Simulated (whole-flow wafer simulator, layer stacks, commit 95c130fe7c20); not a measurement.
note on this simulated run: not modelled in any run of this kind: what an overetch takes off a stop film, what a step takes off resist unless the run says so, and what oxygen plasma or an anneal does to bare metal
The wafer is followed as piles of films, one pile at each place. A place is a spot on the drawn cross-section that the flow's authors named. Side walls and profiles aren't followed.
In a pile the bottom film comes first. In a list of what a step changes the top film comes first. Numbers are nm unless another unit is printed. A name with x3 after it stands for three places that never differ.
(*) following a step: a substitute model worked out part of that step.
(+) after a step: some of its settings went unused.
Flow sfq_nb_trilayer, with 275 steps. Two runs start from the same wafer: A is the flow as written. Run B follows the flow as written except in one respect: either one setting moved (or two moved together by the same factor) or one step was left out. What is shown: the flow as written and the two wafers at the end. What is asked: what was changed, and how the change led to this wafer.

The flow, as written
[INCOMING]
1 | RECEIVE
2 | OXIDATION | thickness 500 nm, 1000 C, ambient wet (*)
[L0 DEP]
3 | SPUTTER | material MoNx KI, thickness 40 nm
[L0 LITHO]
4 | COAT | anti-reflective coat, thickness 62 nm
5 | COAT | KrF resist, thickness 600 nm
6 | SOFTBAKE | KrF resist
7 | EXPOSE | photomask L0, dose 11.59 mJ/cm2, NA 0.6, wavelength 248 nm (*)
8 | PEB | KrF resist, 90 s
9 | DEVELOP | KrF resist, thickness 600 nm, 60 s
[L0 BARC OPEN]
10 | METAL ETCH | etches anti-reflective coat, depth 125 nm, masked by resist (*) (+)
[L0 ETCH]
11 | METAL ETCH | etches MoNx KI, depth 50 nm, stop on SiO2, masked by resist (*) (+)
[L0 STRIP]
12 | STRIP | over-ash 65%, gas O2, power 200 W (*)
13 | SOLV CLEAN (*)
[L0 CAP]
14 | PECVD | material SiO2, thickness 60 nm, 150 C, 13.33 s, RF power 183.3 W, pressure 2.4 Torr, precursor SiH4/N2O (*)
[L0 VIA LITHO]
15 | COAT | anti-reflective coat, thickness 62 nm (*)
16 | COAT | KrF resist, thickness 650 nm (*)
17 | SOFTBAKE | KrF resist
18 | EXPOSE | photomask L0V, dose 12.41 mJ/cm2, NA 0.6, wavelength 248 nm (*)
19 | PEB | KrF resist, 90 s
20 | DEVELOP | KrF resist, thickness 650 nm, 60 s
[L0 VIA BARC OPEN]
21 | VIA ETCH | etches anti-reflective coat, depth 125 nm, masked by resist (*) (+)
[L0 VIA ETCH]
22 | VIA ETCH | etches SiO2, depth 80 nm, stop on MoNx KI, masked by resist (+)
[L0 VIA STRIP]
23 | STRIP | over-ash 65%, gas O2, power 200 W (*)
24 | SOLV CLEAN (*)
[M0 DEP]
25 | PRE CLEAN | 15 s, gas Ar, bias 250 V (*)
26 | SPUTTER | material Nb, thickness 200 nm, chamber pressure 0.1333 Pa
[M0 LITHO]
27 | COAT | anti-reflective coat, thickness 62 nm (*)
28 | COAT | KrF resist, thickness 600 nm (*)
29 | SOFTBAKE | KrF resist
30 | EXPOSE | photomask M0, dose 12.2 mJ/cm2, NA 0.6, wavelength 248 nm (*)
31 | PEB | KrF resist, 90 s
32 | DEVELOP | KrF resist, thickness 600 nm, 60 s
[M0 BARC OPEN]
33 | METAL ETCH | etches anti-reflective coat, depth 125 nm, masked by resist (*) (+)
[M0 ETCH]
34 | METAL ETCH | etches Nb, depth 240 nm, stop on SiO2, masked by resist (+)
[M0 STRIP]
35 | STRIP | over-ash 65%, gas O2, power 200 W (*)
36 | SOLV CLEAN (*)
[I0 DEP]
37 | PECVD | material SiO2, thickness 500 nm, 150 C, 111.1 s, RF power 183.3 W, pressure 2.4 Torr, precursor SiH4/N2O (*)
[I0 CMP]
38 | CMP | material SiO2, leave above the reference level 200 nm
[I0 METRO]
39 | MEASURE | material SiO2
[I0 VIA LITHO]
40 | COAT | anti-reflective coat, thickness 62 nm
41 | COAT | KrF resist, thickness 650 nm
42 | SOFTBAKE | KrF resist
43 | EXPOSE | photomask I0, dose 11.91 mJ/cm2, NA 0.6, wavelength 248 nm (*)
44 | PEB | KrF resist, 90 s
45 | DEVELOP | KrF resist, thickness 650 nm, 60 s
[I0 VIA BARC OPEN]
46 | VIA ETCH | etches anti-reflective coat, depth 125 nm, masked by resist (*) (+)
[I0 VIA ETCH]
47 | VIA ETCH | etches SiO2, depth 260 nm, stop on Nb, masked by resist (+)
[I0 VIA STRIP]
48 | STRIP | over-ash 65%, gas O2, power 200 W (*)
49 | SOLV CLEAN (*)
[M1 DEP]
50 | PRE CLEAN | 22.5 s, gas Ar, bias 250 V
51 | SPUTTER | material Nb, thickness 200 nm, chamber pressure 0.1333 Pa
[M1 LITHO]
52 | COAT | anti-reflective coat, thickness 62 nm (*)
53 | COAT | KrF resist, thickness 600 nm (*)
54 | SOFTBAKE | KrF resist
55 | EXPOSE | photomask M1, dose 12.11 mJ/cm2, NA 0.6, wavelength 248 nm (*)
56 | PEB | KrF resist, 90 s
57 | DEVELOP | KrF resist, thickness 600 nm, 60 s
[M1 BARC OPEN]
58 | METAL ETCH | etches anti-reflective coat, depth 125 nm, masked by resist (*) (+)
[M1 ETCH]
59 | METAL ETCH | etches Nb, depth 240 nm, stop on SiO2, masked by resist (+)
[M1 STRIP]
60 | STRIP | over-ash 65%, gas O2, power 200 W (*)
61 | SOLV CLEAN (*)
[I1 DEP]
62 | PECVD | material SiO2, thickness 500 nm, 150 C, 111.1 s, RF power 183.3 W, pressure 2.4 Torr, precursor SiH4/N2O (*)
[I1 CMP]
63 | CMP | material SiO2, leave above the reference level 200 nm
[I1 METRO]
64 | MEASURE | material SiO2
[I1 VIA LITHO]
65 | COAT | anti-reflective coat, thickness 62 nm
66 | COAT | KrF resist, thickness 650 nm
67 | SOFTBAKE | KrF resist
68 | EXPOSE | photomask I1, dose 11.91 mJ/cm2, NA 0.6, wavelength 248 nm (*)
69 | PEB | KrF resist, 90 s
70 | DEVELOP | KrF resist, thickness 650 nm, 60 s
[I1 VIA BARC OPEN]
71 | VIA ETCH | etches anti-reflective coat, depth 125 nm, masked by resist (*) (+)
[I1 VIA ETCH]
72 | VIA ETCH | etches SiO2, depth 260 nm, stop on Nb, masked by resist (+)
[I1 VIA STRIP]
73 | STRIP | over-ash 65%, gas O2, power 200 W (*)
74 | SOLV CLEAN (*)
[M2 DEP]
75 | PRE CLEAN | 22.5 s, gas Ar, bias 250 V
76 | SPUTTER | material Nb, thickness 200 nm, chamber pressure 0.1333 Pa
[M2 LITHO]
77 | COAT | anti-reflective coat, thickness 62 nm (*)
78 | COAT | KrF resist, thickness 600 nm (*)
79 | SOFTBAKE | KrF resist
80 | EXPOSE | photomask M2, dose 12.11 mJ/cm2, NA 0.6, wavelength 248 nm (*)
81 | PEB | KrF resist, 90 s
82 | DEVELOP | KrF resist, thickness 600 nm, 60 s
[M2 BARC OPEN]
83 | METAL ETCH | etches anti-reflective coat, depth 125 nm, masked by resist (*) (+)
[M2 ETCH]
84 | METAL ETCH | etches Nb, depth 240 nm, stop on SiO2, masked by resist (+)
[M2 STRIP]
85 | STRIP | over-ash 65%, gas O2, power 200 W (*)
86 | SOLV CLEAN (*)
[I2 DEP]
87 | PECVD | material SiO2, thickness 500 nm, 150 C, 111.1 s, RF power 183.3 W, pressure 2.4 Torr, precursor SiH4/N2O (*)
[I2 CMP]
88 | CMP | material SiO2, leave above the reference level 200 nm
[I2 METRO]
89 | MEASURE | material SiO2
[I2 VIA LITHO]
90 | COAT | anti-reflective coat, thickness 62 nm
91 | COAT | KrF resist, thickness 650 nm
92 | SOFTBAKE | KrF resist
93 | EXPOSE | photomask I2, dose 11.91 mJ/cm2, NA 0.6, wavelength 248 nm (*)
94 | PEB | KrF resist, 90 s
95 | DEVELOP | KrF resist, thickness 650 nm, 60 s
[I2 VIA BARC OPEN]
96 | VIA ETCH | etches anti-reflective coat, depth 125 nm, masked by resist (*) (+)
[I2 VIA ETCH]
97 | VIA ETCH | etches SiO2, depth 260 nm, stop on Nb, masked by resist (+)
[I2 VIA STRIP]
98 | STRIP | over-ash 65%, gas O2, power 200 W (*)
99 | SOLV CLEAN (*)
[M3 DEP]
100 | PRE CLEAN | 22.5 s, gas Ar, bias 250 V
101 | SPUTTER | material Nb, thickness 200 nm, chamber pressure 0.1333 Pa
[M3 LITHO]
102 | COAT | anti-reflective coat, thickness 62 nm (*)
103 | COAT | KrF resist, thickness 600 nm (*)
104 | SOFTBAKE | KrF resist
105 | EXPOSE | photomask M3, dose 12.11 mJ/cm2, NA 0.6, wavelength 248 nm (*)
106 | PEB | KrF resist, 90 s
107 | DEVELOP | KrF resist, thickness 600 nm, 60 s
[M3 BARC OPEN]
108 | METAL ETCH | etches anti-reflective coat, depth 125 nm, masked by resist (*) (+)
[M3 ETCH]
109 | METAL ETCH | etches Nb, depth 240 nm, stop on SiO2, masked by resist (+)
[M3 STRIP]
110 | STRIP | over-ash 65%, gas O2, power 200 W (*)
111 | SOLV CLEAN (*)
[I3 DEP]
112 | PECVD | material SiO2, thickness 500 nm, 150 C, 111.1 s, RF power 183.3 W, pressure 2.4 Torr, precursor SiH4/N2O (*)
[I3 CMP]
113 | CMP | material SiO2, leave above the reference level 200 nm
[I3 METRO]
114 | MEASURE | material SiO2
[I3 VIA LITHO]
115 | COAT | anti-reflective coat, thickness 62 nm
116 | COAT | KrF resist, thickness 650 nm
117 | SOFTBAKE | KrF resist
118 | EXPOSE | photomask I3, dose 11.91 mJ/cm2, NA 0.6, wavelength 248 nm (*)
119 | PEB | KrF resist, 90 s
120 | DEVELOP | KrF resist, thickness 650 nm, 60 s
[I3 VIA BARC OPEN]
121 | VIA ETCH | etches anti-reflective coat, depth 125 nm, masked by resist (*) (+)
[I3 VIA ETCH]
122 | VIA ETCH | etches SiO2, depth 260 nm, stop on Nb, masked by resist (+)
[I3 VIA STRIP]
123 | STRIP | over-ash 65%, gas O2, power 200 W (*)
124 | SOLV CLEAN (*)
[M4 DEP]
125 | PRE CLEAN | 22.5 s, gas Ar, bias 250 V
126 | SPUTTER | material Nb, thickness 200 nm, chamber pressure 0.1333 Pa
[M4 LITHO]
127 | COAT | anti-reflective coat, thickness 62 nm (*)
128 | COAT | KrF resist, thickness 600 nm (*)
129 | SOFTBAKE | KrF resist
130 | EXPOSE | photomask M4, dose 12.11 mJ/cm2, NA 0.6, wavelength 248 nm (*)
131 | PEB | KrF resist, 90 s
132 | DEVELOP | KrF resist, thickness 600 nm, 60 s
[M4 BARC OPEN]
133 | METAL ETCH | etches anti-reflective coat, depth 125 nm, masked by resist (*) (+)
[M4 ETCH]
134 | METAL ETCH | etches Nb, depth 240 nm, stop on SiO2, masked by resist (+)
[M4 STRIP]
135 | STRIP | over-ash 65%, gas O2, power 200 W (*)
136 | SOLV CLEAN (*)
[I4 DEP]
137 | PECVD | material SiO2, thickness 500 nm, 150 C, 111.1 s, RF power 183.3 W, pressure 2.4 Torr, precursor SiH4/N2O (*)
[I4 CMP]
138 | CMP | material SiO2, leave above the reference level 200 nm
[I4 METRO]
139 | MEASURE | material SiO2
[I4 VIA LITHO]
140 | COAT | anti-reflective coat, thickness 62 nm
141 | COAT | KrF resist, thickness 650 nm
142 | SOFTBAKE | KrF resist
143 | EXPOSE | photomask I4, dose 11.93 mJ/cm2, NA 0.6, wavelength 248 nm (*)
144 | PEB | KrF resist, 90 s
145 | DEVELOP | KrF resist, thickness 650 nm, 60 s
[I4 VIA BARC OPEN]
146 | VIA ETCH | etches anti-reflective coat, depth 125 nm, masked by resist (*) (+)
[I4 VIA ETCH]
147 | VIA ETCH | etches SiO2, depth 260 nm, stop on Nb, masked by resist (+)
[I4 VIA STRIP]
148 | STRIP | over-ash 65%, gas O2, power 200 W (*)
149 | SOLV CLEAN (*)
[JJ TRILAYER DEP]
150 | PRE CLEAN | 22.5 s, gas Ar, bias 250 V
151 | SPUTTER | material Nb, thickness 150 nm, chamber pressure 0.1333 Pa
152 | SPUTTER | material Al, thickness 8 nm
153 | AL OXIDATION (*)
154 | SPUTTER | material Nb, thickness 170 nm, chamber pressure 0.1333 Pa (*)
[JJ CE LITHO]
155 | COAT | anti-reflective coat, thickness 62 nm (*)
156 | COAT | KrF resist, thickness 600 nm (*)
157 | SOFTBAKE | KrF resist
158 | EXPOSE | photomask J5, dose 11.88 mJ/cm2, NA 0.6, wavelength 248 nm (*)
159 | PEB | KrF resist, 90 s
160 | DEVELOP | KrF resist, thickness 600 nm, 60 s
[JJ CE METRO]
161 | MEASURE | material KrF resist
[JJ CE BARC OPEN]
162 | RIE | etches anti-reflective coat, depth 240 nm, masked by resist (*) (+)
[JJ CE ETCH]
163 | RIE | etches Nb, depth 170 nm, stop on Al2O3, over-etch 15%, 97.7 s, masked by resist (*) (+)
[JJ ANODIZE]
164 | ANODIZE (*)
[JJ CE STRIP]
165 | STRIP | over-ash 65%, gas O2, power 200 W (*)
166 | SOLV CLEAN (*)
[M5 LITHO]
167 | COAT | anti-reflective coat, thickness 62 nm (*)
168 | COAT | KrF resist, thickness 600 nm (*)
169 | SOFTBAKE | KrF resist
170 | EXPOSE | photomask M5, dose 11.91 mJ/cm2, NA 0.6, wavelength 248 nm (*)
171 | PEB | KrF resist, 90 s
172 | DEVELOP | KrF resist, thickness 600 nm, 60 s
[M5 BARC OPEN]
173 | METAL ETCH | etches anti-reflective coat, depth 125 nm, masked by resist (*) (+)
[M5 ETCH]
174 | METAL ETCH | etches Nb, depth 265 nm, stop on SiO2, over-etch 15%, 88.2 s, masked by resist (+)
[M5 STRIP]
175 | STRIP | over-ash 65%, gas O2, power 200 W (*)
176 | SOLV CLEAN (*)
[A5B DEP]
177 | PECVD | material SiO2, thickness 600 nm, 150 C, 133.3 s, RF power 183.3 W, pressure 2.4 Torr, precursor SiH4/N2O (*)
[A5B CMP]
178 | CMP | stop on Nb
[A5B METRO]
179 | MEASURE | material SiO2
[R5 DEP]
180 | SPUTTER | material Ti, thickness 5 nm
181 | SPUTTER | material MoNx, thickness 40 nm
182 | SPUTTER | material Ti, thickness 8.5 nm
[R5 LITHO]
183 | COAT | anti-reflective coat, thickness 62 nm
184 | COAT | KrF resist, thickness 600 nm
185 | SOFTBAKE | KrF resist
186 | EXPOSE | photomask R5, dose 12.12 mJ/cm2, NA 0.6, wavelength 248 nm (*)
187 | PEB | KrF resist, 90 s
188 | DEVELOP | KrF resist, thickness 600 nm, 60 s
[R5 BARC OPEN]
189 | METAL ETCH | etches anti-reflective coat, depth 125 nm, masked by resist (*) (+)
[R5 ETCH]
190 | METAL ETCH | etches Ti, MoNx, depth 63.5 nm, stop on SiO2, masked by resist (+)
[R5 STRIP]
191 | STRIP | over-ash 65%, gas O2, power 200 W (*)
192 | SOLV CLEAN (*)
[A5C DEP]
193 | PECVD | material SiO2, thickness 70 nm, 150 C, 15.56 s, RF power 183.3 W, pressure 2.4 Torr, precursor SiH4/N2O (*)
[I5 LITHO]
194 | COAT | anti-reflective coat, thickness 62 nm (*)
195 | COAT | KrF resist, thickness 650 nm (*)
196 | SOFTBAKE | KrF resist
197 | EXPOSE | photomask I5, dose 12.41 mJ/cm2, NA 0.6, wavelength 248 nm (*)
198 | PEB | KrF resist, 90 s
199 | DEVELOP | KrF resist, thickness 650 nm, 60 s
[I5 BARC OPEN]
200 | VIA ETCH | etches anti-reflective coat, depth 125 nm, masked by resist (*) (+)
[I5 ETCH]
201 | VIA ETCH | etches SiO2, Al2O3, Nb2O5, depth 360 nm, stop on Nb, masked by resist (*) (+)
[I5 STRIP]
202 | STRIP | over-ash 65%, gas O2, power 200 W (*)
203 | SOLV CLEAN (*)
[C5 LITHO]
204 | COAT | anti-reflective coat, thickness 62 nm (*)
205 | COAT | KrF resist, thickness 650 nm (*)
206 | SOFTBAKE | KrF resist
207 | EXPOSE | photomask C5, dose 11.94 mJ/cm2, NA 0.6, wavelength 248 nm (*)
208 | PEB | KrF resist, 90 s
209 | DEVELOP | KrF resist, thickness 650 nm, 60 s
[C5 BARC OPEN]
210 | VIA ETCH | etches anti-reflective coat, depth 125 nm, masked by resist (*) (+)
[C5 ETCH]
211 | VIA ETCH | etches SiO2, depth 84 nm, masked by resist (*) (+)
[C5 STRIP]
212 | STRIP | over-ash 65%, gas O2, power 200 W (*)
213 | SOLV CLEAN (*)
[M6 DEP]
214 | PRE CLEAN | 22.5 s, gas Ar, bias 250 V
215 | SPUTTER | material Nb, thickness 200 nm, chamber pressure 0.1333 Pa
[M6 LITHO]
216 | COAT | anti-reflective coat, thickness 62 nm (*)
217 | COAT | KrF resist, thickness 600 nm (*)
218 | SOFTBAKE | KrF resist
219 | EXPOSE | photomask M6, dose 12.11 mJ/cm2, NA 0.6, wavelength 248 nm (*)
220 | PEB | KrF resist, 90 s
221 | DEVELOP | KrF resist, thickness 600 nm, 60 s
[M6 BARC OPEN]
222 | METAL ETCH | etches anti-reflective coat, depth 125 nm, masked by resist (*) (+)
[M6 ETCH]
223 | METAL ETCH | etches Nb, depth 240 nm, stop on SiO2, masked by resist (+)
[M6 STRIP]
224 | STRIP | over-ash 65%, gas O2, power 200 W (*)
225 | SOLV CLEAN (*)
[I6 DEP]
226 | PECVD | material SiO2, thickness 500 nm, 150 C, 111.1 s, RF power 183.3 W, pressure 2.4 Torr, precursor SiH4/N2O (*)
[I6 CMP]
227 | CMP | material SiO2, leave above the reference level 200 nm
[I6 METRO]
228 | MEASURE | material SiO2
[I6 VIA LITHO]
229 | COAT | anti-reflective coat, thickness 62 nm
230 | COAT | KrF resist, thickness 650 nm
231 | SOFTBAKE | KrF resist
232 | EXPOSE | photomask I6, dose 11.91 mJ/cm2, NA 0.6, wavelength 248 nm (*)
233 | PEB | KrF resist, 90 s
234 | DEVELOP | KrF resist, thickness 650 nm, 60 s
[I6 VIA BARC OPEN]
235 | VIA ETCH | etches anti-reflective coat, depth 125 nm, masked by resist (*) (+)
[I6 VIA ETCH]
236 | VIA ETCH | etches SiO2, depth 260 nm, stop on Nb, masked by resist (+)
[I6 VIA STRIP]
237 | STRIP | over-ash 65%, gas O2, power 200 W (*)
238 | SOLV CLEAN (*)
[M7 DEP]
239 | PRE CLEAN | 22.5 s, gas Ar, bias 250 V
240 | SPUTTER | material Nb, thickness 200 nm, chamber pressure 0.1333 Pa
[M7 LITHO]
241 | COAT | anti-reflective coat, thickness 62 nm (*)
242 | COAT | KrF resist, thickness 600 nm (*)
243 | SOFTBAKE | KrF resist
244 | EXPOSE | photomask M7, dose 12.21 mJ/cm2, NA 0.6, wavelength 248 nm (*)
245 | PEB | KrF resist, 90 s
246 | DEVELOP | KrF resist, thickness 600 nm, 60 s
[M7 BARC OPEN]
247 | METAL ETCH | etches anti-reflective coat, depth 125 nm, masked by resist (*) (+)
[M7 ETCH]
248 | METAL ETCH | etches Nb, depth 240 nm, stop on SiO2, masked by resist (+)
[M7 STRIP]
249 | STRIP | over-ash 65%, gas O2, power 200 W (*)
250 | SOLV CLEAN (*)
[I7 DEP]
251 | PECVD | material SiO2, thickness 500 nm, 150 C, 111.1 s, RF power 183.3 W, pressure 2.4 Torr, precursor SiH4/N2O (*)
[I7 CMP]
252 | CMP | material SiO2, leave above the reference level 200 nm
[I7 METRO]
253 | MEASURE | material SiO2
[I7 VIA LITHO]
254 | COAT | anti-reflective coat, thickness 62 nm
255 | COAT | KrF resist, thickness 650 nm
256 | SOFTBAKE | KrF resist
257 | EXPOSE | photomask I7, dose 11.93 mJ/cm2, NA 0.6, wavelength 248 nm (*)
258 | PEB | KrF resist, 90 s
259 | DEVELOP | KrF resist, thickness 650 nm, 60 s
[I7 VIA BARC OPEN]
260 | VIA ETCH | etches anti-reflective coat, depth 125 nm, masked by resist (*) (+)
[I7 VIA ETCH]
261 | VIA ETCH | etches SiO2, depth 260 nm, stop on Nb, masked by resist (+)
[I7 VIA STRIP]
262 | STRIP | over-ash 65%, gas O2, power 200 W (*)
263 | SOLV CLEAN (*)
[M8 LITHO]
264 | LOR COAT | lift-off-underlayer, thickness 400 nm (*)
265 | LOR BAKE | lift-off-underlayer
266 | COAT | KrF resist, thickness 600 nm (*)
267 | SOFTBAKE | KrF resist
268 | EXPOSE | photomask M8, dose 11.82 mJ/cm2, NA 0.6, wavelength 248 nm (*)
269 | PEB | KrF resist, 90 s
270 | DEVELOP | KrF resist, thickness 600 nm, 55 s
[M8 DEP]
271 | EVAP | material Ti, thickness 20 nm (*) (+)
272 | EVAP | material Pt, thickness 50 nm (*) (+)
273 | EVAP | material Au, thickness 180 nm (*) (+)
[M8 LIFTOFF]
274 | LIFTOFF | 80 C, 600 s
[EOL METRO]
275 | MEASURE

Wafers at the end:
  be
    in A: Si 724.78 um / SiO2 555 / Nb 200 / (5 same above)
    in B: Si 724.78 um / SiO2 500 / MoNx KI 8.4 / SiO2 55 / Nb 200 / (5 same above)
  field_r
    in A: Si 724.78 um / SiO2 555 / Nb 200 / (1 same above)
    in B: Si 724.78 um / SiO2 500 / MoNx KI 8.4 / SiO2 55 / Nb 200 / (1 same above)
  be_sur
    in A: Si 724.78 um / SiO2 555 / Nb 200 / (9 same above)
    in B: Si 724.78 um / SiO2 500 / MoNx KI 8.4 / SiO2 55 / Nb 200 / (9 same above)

The reason: step 3, SPUTTER: thickness 58.4 nm was run, whereas the flow has thickness 40 nm.

Step by step, how the change led to this:
  3 | SPUTTER | material MoNx KI, thickness 40 nm
      field_l, v_sur, via_wl and 103 more: A +40 MoNx KI (new film) | B +58.4 MoNx KI (new film)
  11 | METAL ETCH | etches MoNx KI, depth 50 nm, stop on SiO2, masked by resist (*) (+)
      v_sur, via_wl, via_w and 97 more: A -40 MoNx KI (all of it) | B -50 MoNx KI
  14 | PECVD | material SiO2, thickness 60 nm, 150 C, 13.33 s, RF power 183.3 W, pressure 2.4 Torr, precursor SiH4/N2O (*)
      v_sur, via_wl, via_w and 97 more: A +60 SiO2 | B +60 SiO2 (new film)
  15 | COAT | anti-reflective coat, thickness 62 nm (*)
      field_l: A +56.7 anti-reflective coat (new film) | B +55.5 anti-reflective coat (new film)
      v_sur: A +72.2 anti-reflective coat (new film) | B +74.9 anti-reflective coat (new film)
      (also at 2 further places)
  23 | STRIP | over-ash 65%, gas O2, power 200 W (*)
      field_l: A -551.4 KrF resist (all of it), -56.7 anti-reflective coat (all of it) | B -549.3 KrF resist (all of it), -55.5 anti-reflective coat (all of it)
      v_sur: A -570.5 KrF resist (all of it), -72.2 anti-reflective coat (all of it) | B -573.1 KrF resist (all of it), -74.9 anti-reflective coat (all of it)
      (also at 2 further places)
  27 | COAT | anti-reflective coat, thickness 62 nm (*)
      v_sur: A +72.3 anti-reflective coat (new film) | B +75.1 anti-reflective coat (new film)
      l0_sur: A +47.5 anti-reflective coat (new film) | B +46.5 anti-reflective coat (new film)
      (also at 1 further place)
  35 | STRIP | over-ash 65%, gas O2, power 200 W (*)
      v_sur: A -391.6 KrF resist (all of it), -72.3 anti-reflective coat (all of it) | B -393.9 KrF resist (all of it), -75.1 anti-reflective coat (all of it)
      l0_sur: A -372 KrF resist (all of it), -47.5 anti-reflective coat (all of it) | B -369.2 KrF resist (all of it), -46.5 anti-reflective coat (all of it)
      (also at 1 further place)
  38 | CMP | material SiO2, leave above the reference level 200 nm
      field_l, l0_sur, l0r_line_l, l0r_line_c, l0r_line_r: A -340 SiO2 | B -350 SiO2
      l0v: A -277.8 SiO2 | B -287.8 SiO2
With metal films that touch counted as one body, be has 4 bodies (between them, from the top down: SiO2 503.2; SiO2 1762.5; SiO2 55); the flow as written gives 3 bodies (between them, from the top down: SiO2 503.2; SiO2 1762.5).
With metal films that touch counted as one body, field_r has 2 bodies (between them, from the top down: SiO2 55); the flow as written gives 1 body.
With metal films that touch counted as one body, be_sur has 5 bodies (between them, from the top down: SiO2 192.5; SiO2 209 / Al2O3 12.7 / Nb2O5 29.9; SiO2 1762.5; SiO2 55); the flow as written gives 4 bodies (between them, from the top down: SiO2 192.5; SiO2 209 / Al2O3 12.7 / Nb2O5 29.9; SiO2 1762.5).
